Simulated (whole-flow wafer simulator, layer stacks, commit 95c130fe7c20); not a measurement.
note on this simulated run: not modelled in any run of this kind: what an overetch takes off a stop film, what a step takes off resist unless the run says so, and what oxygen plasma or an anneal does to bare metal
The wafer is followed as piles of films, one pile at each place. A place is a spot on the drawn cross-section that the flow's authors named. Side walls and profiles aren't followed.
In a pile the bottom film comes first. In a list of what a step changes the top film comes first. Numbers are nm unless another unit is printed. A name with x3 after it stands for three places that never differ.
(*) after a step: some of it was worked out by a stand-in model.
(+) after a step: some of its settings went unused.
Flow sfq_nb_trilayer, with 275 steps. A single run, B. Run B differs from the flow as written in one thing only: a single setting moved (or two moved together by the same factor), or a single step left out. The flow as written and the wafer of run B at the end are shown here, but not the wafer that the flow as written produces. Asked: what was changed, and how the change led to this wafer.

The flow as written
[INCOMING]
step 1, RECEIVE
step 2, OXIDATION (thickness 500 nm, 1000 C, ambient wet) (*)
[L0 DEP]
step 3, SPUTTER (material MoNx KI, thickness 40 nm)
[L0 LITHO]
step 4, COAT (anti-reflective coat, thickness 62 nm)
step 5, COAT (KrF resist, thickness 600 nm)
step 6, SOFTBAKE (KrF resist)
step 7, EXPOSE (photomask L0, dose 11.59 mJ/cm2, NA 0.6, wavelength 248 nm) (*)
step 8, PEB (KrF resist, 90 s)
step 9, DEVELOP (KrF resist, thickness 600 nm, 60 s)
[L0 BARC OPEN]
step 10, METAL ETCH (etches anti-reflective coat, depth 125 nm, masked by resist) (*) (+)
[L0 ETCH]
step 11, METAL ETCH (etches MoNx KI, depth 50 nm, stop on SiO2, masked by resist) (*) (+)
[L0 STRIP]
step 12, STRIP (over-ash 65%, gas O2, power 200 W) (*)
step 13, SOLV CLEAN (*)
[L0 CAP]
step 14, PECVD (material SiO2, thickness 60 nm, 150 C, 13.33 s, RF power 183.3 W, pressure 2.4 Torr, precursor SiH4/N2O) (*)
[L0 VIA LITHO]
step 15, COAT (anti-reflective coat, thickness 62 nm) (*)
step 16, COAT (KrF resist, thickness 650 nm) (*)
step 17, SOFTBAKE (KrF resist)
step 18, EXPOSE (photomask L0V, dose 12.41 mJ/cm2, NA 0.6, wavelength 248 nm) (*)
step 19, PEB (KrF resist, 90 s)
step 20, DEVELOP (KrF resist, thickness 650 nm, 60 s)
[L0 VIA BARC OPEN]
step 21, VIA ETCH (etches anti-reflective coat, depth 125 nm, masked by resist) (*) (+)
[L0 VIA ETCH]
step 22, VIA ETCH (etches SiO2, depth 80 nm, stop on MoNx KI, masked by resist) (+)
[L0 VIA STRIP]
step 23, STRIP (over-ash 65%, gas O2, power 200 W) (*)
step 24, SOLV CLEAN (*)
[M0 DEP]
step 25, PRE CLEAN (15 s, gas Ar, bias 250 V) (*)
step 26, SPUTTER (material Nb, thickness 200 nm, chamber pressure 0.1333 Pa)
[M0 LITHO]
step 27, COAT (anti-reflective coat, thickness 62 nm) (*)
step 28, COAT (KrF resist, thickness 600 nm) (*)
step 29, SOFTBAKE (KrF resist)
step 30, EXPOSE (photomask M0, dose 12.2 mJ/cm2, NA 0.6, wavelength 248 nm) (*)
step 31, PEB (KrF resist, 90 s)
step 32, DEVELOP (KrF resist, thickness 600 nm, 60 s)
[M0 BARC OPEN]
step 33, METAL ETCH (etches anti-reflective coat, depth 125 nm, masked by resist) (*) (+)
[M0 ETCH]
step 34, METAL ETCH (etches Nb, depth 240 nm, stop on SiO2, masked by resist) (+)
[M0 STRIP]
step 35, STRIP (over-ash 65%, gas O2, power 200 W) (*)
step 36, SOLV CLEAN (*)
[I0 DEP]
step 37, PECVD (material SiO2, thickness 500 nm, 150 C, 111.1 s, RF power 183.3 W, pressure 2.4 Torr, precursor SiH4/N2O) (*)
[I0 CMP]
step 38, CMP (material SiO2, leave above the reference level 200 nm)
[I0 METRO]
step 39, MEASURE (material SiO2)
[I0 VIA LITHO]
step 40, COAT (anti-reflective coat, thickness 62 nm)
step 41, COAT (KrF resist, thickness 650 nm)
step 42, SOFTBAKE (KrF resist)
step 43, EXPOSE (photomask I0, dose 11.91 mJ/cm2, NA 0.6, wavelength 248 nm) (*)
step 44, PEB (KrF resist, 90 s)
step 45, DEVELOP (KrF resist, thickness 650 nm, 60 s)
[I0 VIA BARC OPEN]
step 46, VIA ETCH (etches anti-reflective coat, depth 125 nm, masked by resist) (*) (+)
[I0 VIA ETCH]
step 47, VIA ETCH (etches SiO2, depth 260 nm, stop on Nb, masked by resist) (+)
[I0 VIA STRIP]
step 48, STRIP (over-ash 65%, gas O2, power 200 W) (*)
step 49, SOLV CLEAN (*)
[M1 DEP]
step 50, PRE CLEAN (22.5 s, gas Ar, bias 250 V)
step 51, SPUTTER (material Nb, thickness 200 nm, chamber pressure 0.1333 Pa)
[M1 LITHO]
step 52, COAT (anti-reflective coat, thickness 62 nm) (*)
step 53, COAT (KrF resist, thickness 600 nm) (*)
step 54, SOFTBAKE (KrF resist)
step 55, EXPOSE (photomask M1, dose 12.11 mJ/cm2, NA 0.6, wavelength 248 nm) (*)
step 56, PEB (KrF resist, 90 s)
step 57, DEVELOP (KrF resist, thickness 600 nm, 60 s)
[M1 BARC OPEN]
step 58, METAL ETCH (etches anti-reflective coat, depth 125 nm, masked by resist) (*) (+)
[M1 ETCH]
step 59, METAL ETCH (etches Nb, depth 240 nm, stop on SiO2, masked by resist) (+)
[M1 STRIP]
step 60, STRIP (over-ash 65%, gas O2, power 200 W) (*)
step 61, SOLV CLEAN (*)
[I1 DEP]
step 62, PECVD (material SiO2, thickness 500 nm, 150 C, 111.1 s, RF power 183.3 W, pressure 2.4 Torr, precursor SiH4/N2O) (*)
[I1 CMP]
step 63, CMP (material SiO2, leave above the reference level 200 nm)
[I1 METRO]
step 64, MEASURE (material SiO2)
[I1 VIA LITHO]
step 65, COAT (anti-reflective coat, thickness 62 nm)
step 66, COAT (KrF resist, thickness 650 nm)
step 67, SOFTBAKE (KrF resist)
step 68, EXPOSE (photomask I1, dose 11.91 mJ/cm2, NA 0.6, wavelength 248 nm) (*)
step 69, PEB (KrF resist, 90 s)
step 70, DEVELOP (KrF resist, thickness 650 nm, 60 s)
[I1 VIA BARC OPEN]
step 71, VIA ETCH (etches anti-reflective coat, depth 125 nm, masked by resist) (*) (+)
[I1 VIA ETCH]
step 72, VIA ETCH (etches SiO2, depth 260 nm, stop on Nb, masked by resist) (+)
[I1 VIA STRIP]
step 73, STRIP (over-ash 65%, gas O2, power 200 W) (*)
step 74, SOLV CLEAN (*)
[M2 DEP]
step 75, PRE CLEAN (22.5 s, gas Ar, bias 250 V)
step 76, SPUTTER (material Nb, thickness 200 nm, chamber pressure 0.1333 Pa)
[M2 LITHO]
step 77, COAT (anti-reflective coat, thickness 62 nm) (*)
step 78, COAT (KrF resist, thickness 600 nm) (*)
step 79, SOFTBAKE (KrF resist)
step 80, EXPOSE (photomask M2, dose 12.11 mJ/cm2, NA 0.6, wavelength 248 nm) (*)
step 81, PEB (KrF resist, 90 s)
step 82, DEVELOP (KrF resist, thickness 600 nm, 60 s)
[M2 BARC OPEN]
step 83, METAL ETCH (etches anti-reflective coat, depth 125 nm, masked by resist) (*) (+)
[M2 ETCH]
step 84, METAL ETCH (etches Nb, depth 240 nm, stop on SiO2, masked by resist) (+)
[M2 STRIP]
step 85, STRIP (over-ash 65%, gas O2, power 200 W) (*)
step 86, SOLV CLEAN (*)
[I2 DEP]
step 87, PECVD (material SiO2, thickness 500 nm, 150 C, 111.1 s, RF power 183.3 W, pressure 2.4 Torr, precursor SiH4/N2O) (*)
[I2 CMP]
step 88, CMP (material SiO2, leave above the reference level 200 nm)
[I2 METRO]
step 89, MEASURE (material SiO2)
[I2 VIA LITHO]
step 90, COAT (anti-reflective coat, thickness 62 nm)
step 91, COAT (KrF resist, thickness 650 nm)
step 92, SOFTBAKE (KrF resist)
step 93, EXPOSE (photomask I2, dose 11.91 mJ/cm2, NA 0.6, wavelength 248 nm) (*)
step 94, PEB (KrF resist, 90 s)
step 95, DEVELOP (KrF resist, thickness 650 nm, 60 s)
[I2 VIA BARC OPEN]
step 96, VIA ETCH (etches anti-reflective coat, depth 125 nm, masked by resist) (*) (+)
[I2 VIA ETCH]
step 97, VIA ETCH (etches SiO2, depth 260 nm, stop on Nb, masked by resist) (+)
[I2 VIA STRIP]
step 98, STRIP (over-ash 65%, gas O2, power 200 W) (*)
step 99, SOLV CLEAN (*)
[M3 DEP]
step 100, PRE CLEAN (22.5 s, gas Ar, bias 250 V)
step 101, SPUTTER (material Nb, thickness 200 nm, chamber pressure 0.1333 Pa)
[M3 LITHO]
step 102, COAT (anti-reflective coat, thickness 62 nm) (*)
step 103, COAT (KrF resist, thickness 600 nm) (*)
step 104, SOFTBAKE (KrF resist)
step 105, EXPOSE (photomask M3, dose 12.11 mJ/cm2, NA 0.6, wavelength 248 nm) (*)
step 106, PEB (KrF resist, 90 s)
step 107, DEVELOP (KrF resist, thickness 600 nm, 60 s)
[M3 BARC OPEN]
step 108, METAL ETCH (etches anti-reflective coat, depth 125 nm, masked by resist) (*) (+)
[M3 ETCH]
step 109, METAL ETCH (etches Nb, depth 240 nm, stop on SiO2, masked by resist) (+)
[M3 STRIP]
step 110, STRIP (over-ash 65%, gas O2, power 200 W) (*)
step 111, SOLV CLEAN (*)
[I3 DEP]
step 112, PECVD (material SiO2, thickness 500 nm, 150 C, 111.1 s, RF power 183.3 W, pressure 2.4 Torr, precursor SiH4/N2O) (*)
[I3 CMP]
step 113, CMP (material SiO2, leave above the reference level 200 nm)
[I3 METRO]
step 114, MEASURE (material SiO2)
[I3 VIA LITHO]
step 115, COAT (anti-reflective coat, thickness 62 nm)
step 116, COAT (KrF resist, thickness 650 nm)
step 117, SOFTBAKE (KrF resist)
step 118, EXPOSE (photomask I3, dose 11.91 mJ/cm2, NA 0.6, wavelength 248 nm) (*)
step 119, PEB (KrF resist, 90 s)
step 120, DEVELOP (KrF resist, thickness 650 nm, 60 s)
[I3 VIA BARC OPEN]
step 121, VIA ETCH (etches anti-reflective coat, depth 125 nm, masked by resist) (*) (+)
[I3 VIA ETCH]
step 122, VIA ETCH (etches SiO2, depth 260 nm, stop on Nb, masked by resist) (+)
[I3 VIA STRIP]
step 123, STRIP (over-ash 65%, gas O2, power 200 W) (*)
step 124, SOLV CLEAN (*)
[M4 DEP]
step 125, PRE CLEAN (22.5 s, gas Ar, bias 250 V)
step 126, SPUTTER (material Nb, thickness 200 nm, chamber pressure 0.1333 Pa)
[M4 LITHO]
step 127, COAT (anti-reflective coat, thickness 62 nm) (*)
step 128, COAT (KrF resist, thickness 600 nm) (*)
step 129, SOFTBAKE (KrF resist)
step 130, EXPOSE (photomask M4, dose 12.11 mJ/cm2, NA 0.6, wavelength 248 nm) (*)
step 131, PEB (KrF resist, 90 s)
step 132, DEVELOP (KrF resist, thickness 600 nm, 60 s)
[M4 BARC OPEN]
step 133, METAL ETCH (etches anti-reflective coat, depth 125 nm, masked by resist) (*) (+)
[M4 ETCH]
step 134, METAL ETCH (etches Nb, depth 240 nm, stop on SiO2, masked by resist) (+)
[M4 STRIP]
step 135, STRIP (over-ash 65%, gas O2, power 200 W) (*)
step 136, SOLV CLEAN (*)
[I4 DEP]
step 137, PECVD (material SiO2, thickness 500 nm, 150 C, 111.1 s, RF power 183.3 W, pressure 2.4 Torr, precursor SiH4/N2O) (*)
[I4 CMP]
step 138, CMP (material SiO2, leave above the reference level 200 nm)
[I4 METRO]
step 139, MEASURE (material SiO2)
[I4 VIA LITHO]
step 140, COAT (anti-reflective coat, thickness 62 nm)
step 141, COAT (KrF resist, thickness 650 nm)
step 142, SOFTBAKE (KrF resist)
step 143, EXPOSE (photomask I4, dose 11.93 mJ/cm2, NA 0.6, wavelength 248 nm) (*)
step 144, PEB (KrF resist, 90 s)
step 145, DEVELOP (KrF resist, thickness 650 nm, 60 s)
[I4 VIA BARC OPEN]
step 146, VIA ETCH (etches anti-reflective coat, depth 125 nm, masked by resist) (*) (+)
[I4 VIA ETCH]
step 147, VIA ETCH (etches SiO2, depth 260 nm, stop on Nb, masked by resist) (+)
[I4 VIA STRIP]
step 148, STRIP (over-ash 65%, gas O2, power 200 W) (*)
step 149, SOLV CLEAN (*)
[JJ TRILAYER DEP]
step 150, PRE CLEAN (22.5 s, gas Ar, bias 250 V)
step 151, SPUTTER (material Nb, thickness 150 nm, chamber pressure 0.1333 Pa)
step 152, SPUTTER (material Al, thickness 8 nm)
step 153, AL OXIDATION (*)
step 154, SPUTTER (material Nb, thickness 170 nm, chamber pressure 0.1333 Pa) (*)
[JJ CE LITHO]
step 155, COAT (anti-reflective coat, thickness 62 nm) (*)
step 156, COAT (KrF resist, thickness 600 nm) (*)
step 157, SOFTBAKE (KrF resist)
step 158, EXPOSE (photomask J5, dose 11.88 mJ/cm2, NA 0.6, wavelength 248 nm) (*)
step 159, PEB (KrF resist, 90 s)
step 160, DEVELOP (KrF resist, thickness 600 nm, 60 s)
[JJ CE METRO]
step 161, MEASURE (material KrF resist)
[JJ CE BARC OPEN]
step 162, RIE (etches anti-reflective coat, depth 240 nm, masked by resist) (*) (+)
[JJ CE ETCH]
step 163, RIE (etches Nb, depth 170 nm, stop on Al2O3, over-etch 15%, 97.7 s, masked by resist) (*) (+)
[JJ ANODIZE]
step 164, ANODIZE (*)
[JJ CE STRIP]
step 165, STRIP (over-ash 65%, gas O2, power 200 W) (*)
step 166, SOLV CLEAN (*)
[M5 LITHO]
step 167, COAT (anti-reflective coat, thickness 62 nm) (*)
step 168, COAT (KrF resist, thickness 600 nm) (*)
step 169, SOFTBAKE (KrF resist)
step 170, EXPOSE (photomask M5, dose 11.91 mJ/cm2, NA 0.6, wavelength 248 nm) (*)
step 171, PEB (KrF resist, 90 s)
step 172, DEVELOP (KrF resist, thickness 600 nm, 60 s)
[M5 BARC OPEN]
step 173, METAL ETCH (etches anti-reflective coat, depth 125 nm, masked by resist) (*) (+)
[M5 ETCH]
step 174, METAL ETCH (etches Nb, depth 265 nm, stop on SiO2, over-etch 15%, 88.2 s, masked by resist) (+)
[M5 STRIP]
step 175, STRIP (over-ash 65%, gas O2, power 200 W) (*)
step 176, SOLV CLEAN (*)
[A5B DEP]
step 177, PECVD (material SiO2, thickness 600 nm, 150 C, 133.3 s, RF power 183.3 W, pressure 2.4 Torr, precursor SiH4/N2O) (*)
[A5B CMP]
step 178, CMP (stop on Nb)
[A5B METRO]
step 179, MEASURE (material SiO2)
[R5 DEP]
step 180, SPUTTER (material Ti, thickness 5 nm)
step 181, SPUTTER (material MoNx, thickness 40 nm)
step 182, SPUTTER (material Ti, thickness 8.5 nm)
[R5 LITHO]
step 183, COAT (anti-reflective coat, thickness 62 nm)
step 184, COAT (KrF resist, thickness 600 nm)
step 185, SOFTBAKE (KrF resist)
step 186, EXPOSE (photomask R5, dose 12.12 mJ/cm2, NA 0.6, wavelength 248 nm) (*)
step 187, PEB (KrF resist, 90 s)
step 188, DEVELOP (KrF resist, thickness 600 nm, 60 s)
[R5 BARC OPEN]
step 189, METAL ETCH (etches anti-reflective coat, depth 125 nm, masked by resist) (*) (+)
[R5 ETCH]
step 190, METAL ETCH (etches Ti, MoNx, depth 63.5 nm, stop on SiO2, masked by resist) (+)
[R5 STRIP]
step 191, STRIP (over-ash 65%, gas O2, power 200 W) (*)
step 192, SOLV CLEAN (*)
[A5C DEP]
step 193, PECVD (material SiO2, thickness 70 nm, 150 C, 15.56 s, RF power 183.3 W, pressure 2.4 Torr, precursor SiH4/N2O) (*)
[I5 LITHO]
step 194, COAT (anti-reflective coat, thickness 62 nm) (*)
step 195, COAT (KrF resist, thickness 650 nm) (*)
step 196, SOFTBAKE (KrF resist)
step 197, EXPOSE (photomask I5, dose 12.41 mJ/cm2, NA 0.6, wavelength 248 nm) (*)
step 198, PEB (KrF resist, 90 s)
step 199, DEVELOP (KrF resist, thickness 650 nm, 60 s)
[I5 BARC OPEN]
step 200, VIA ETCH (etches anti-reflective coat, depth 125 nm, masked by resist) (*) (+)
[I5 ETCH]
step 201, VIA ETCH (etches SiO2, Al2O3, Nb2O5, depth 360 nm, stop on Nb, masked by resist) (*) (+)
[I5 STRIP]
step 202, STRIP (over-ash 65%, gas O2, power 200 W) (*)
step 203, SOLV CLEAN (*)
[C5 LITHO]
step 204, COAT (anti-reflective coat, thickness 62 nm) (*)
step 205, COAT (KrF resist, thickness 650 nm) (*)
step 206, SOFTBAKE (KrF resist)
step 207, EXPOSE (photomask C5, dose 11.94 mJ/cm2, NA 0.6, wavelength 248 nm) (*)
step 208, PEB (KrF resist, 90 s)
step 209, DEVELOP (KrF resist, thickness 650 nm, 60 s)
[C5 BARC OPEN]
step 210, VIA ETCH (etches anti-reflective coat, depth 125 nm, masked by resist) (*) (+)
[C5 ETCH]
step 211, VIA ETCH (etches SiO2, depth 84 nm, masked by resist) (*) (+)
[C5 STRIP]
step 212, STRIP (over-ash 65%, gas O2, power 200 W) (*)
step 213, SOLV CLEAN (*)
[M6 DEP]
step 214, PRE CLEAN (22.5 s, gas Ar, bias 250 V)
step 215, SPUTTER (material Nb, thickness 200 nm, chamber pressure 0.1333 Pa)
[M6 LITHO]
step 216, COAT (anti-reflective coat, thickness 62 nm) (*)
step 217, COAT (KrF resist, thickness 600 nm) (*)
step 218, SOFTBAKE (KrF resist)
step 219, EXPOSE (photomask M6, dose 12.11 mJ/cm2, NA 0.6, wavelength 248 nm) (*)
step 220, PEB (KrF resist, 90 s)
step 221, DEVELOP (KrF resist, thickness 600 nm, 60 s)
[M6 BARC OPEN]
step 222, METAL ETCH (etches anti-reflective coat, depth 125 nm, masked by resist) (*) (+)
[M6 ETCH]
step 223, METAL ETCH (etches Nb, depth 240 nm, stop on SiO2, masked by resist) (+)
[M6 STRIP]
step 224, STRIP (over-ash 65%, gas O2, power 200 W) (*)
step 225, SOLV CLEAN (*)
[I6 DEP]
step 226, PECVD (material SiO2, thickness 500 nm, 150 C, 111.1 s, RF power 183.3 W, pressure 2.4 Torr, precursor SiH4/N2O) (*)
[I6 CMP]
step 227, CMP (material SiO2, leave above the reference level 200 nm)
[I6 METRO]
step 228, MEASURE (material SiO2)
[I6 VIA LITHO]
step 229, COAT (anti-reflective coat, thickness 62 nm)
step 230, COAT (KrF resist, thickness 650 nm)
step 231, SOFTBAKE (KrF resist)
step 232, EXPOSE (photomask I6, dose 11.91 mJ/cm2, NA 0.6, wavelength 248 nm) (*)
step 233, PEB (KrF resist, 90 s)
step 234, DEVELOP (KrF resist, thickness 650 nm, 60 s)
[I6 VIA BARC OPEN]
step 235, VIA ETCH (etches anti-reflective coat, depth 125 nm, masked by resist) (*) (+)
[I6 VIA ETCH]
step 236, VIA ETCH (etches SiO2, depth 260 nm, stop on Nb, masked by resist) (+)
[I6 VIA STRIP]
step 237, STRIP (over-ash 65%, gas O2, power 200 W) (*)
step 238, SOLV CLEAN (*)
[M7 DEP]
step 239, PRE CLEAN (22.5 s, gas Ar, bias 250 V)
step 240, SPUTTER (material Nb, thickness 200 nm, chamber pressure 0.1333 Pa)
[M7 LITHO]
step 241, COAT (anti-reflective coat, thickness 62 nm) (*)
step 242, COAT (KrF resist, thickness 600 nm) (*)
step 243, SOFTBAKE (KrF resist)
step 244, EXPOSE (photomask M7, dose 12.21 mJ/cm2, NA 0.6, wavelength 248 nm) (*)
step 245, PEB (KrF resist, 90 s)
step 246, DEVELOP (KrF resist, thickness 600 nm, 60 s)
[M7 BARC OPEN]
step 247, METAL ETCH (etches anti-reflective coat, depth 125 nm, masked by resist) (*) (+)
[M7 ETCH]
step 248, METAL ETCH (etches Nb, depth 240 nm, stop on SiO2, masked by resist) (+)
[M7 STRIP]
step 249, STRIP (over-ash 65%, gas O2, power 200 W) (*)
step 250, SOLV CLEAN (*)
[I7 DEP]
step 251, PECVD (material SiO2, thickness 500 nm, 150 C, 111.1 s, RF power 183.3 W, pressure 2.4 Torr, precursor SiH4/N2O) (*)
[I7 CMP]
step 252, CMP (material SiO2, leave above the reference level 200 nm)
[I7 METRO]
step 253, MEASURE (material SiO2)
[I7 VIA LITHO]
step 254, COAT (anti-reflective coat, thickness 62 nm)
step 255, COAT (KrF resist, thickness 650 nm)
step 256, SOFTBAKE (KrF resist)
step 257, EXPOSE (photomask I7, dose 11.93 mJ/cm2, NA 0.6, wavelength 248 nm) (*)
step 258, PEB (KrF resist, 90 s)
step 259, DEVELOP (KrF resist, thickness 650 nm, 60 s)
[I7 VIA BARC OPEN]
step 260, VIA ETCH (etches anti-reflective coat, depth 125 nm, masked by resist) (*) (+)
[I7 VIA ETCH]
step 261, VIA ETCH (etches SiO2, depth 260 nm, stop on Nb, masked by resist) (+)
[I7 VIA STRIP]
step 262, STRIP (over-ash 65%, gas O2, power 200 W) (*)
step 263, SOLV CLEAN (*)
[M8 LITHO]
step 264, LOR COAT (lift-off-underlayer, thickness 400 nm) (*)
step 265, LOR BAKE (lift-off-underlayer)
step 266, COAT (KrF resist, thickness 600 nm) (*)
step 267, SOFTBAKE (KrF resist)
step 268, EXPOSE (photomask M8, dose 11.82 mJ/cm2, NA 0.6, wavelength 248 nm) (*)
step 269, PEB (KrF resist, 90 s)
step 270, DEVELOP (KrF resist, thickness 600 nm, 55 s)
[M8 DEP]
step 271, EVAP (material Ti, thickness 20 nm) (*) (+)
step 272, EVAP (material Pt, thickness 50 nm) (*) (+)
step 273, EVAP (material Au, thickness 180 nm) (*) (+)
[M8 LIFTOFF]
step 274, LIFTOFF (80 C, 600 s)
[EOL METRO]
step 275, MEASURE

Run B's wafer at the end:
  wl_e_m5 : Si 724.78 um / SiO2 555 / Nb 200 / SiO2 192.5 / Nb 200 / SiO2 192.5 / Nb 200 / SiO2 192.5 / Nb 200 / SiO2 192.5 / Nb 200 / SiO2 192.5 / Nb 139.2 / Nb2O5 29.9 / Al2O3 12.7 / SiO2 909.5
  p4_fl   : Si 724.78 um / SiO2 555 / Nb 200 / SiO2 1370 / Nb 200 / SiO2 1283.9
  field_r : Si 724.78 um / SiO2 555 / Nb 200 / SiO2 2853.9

Cause: step 240, SPUTTER: thickness 108 nm was run, while the flow as written has thickness 200 nm.

Step by step, how the change led to this:
  step 240, SPUTTER (material Nb, thickness 200 nm, chamber pressure 0.1333 Pa)
      field_l, v_sur, via_wl and 102 more: Nb gains 108 (new film) (in the flow as written it would be: Nb gains 200 (new film))
      via_v: Nb gains 86.8 (in the flow as written it would be: Nb gains 161.1)
  step 241, COAT (anti-reflective coat, thickness 62 nm) (*)
      via_v: anti-reflective coat gains 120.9 (new film) (in the flow as written it would be: anti-reflective coat gains 126 (new film))
  step 248, METAL ETCH (etches Nb, depth 240 nm, stop on SiO2, masked by resist) (+)
      field_l, field_r, lsp_l and 62 more: Nb loses 108 (all of it) (in the flow as written it would be: Nb loses 200 (all of it))
      v_sur, via_wl, via_w and 38 more: KrF resist loses 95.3 (in the flow as written it would be: KrF resist loses 141.2)
  step 249, STRIP (over-ash 65%, gas O2, power 200 W) (*)
      wl_j_sl, wl_jj, wl_j_sr and 14 more: KrF resist loses 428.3 (all of it), anti-reflective coat loses 62 (all of it) (in the flow as written it would be: KrF resist loses 382.4 (all of it), anti-reflective coat loses 62 (all of it))
      ln_m5, lsp_m, ln_m6, lsp_r: KrF resist loses 427.8 (all of it), anti-reflective coat loses 61.8 (all of it) (in the flow as written it would be: KrF resist loses 381.9 (all of it), anti-reflective coat loses 61.8 (all of it))
      (and at 20 other places as well)
  step 251, PECVD (material SiO2, thickness 500 nm, 150 C, 111.1 s, RF power 183.3 W, pressure 2.4 Torr, precursor SiH4/N2O) (*)
      field_r, lsp_l: SiO2 gains 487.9 (in the flow as written it would be: SiO2 gains 477.7)
      m7r_space_l, m7r_space_r: SiO2 gains 500 (in the flow as written it would be: SiO2 gains 557.1)
      (and at 1 other place as well)
  step 252, CMP (material SiO2, leave above the reference level 200 nm)
      field_l, p4_fl, p4_fm and 56 more: SiO2 loses 192 (in the flow as written it would be: SiO2 loses 100)
      field_r, lsp_l: SiO2 loses 179.9 (in the flow as written it would be: SiO2 loses 77.7)
      (and at 5 other places as well)
